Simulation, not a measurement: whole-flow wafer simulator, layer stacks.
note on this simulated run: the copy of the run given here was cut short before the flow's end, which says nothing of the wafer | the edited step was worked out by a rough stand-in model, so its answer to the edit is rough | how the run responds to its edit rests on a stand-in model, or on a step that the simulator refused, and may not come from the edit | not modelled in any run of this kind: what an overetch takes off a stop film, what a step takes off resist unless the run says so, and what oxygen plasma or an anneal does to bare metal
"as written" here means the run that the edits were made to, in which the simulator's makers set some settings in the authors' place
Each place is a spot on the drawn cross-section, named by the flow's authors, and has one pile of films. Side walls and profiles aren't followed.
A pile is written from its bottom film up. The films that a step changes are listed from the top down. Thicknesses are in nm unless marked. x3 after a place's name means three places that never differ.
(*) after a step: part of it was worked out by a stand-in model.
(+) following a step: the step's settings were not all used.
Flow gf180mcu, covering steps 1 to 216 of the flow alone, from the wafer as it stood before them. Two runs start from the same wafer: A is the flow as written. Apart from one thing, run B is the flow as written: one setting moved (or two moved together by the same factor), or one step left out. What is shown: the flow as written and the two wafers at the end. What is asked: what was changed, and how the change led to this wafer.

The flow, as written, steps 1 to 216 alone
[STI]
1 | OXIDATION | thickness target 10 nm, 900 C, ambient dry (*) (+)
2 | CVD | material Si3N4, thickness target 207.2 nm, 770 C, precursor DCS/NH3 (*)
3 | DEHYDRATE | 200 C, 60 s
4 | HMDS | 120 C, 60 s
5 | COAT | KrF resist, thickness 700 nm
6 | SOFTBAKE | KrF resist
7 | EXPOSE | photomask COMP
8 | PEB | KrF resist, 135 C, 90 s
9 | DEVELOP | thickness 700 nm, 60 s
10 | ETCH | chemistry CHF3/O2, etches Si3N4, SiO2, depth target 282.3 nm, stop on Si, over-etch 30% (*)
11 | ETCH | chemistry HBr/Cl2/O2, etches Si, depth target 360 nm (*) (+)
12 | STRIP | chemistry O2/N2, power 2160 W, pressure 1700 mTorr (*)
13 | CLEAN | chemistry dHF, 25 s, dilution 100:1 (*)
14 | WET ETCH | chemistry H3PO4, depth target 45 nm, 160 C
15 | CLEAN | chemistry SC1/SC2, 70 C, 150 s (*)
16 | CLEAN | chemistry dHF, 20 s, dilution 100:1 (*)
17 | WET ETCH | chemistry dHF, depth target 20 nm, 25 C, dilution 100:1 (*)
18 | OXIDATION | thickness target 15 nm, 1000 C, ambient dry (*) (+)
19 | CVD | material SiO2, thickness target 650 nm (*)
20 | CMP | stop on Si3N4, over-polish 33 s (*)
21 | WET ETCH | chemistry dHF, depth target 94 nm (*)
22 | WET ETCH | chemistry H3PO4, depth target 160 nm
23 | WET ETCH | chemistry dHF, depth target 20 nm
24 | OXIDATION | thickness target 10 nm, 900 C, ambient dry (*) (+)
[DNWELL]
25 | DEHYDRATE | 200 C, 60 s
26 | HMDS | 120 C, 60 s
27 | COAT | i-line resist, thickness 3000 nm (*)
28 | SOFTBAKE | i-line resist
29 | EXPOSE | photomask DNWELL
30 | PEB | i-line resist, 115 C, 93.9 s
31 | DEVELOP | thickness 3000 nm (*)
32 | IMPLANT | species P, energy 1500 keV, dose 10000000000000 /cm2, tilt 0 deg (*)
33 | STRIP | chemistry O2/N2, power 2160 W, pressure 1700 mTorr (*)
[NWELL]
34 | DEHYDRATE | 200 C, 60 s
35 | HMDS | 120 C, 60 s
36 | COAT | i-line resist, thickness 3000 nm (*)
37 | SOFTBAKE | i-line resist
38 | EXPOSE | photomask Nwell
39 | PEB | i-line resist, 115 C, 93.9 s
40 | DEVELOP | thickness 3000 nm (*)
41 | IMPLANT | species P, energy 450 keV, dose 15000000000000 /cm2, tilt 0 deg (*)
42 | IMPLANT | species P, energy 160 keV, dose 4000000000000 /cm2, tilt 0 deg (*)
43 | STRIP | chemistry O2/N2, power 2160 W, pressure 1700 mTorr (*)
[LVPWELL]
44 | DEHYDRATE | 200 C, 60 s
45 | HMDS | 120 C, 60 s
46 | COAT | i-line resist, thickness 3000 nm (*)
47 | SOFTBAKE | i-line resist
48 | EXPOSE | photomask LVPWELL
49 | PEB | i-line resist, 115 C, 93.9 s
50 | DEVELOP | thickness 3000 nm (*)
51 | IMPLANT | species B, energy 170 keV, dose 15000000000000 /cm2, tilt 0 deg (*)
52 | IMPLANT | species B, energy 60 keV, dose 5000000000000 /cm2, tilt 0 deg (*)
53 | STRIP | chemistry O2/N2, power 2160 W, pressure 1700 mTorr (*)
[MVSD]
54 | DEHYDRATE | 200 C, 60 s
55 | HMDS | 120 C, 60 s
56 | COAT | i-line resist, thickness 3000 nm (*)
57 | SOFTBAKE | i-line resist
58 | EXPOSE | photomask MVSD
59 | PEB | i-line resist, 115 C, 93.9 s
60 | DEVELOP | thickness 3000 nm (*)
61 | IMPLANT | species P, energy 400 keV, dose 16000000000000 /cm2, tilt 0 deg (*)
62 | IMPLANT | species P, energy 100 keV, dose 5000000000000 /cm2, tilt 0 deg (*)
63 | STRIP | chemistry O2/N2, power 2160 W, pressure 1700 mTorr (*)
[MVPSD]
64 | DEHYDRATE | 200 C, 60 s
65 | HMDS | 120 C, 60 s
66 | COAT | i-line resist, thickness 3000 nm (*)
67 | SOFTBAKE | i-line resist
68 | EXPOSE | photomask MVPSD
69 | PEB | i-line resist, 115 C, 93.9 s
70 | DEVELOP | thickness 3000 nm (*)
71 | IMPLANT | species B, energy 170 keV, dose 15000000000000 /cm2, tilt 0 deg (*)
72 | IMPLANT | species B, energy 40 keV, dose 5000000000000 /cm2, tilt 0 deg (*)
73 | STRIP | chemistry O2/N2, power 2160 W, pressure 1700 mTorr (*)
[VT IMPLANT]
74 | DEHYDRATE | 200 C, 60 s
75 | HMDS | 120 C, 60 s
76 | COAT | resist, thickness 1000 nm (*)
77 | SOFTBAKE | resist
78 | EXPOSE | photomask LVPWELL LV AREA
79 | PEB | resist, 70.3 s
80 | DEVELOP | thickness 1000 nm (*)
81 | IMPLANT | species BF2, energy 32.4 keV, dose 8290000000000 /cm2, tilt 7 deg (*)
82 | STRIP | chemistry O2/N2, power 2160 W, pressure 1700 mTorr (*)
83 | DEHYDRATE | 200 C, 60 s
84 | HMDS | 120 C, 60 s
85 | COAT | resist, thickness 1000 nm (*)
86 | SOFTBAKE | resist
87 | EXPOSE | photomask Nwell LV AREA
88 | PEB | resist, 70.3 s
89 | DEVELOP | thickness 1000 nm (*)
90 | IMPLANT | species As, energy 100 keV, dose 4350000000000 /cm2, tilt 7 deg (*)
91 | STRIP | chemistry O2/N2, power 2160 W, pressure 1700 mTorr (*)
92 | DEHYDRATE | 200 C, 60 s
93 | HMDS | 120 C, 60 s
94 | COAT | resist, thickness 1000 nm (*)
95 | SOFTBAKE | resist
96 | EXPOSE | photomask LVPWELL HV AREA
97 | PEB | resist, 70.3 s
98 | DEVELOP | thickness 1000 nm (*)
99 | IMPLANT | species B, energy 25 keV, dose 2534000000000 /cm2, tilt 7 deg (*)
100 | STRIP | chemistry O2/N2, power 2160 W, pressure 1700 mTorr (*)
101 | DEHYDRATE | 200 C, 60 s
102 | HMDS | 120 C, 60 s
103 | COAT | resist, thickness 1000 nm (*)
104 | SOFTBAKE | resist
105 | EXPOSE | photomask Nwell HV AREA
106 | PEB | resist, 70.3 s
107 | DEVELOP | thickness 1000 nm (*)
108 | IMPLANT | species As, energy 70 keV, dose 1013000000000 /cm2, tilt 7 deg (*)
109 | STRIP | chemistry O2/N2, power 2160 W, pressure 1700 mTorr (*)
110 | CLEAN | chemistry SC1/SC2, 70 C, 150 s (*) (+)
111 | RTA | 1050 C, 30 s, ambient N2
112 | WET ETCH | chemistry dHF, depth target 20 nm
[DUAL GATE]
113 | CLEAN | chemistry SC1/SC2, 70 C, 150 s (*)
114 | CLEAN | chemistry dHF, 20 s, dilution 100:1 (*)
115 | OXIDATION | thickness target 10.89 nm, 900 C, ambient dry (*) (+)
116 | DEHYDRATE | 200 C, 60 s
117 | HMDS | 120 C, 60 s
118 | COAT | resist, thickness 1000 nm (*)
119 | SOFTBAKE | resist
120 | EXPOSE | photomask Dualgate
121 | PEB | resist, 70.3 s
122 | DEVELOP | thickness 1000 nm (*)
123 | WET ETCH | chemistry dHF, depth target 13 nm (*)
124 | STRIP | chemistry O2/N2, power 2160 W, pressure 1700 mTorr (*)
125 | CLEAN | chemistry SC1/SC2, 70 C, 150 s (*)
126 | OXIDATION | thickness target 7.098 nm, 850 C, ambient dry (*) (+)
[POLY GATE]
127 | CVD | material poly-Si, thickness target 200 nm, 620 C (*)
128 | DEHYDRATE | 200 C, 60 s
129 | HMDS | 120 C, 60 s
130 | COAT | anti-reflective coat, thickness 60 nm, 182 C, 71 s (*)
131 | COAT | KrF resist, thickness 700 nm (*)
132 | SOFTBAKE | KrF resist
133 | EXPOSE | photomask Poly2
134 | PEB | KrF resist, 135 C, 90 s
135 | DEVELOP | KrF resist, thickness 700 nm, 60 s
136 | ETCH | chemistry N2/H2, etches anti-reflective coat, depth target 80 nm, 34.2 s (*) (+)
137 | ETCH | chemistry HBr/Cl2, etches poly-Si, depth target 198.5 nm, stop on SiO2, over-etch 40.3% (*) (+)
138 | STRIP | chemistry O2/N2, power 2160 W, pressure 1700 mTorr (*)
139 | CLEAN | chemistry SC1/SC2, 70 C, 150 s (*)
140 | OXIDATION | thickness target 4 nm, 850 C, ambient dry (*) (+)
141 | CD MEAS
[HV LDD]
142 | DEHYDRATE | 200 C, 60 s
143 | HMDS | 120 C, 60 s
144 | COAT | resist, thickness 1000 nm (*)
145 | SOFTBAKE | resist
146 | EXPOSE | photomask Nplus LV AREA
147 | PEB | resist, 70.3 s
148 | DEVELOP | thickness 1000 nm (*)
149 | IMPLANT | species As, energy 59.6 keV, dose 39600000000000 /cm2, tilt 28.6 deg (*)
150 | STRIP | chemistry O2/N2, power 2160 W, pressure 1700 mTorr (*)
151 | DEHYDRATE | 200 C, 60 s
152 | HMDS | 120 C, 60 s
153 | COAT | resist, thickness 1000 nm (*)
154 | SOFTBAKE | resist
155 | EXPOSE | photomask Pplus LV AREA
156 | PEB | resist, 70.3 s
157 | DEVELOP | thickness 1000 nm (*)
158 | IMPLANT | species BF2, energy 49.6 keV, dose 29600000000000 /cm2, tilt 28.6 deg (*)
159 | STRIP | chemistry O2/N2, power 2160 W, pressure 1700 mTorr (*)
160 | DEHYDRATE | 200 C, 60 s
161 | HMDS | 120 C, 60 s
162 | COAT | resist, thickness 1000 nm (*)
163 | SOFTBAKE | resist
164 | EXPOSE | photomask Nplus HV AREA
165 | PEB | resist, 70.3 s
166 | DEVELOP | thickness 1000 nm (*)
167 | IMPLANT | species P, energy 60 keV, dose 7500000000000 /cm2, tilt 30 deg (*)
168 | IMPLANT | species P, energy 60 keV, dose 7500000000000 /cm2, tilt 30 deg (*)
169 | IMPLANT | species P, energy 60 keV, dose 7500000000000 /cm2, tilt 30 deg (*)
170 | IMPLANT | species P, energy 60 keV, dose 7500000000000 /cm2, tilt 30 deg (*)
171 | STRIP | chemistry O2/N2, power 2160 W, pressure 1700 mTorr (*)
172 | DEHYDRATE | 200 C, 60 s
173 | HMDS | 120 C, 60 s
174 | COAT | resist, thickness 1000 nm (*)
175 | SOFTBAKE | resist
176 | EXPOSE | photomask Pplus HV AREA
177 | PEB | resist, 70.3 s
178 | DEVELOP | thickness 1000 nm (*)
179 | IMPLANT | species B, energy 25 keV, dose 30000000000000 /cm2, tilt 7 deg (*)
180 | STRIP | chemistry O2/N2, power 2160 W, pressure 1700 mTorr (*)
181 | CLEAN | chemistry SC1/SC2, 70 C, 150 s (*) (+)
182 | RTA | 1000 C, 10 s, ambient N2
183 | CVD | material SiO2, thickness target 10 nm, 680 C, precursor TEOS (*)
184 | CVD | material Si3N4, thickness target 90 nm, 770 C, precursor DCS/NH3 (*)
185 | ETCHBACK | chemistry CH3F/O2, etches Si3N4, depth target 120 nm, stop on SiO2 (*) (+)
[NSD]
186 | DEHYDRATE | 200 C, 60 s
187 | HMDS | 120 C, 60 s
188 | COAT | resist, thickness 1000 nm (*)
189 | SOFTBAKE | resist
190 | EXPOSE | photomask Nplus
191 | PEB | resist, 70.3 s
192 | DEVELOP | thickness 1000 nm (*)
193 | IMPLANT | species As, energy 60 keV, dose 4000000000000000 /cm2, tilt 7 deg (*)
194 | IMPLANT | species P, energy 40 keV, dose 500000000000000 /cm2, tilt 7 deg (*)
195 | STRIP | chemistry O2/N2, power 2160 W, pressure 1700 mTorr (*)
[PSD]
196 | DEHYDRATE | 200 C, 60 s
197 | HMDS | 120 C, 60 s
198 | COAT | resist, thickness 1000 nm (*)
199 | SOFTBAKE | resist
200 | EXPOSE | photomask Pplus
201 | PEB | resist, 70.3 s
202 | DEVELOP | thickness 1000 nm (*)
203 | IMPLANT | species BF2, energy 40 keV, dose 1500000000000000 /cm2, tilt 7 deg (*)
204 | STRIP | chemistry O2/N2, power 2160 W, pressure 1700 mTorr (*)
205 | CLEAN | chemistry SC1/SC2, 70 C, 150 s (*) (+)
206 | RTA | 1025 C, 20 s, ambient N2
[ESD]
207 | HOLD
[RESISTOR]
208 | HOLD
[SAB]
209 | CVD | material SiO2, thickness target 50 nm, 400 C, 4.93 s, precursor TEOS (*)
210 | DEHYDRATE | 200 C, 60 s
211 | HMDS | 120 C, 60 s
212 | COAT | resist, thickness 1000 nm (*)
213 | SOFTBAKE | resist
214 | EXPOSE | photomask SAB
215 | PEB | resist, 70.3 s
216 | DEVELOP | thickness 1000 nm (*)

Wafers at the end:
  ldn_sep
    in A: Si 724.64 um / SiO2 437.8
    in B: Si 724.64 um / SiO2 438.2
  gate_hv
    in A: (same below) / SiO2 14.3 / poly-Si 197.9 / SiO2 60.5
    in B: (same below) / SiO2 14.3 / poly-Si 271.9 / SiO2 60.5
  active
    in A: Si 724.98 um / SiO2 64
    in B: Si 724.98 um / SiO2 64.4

Cause: step 127, CVD: thickness target 274 nm was run, though the flow has thickness target 200 nm.

How this came from the change, step by step:
  127 | CVD | material poly-Si, thickness target 200 nm, 620 C (*)
      field, field__w1, field__w2 and 89 more: A +200 poly-Si (new film) | B +274 poly-Si (new film)
  137 | ETCH | chemistry HBr/Cl2, etches poly-Si, depth target 198.5 nm, stop on SiO2, over-etch 40.3% (*) (+)
      field__w6, sti, m1 and 11 more: A -198.8 poly-Si (all of it), -0.4 SiO2 | B -272.8 poly-Si (all of it)
      field__w1, field__w2, field_sub__w3 and 7 more: A -198.6 poly-Si (all of it), -0.4 SiO2 | B -272.6 poly-Si (all of it)
      (and at 40 other places as well)
  144 | COAT | resist, thickness 1000 nm (*)
      polyc_n, polyc_p: A +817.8 resist (new film) | B +756.2 resist (new film)
      field_sub__w4: A +1047.7 resist (new film) | B +1069.5 resist (new film)
      (and at 29 other places as well)
  145 | SOFTBAKE | resist
      field__w1: A +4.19 resist | B +6.24 resist
      field__w2: A +2.82 resist | B +4.23 resist
      (and at 73 other places as well)
  147 | PEB | resist, 70.3 s
      polyc_n, polyc_n_rim, polyc_p, polyc_p_rim: A -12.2 resist | B -11 resist
      ld_gate_n, ld_acc_n, ld_gate_p: A -13.2 resist | B -12.2 resist
      (and at 26 other places as well)
  148 | DEVELOP | thickness 1000 nm (*)
      gate: A -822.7 resist (all of it) | B -761.2 resist (all of it)
      npoly_u: A -821.5 resist (all of it) | B -761.8 resist (all of it)
      (and at 3 other places as well)
  150 | STRIP | chemistry O2/N2, power 2160 W, pressure 1700 mTorr (*)
      field_sub__w4: A -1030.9 resist (all of it) | B -1052.3 resist (all of it)
      gate_hv: A -824.2 resist (all of it) | B -766.2 resist (all of it)
      (and at 25 other places as well)
  153 | COAT | resist, thickness 1000 nm (*)
      polyc_n, polyc_p: A +817.8 resist (new film) | B +756.2 resist (new film)
      field_sub__w4: A +1047.7 resist (new film) | B +1069.5 resist (new film)
      (and at 29 other places as well)
  154 | SOFTBAKE | resist
      field__w1: A +4.19 resist | B +6.24 resist
      field__w2: A +2.82 resist | B +4.23 resist
      (and at 73 other places as well)
  156 | PEB | resist, 70.3 s
      polyc_n, polyc_n_rim, polyc_p, polyc_p_rim: A -12.2 resist | B -11 resist
      ld_gate_n, ld_acc_n, ld_gate_p: A -13.2 resist | B -12.2 resist
      (and at 26 other places as well)
  157 | DEVELOP | thickness 1000 nm (*)
      gate_p: A -828.7 resist (all of it) | B -768.7 resist (all of it)
      ppoly_u: A -827 resist (all of it) | B -769.5 resist (all of it)
      (and at 3 other places as well)
  159 | STRIP | chemistry O2/N2, power 2160 W, pressure 1700 mTorr (*)
      field_sub__w4: A -1030.9 resist (all of it) | B -1052.3 resist (all of it)
      gate: A -822.7 resist (all of it) | B -761.2 resist (all of it)
      (and at 25 other places as well)
  162 | COAT | resist, thickness 1000 nm (*)
      polyc_n, polyc_p: A +817.8 resist (new film) | B +756.2 resist (new film)
      field_sub__w4: A +1047.7 resist (new film) | B +1069.5 resist (new film)
      (and at 29 other places as well)
  163 | SOFTBAKE | resist
      field__w1: A +4.19 resist | B +6.24 resist
      field__w2: A +2.82 resist | B +4.23 resist
      (and at 73 other places as well)
  165 | PEB | resist, 70.3 s
      polyc_n, polyc_n_rim, polyc_p, polyc_p_rim: A -12.2 resist | B -11 resist
      ld_gate_n, ld_acc_n, ld_gate_p: A -13.2 resist | B -12.2 resist
      (and at 26 other places as well)
  166 | DEVELOP | thickness 1000 nm (*)
      gate_hv: A -824.2 resist (all of it) | B -766.2 resist (all of it)
      gate_nat: A -854.5 resist (all of it) | B -807.7 resist (all of it)
      (and at 8 other places as well)
  ... 20 other steps ...
  216 | DEVELOP | thickness 1000 nm (*)
      field__w3, field__w12: A -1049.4 resist (all of it) | B -1072.2 resist (all of it)
      field__w2: A -1035.2 resist (all of it) | B -1058 resist (all of it)
      (and at 41 other places as well)
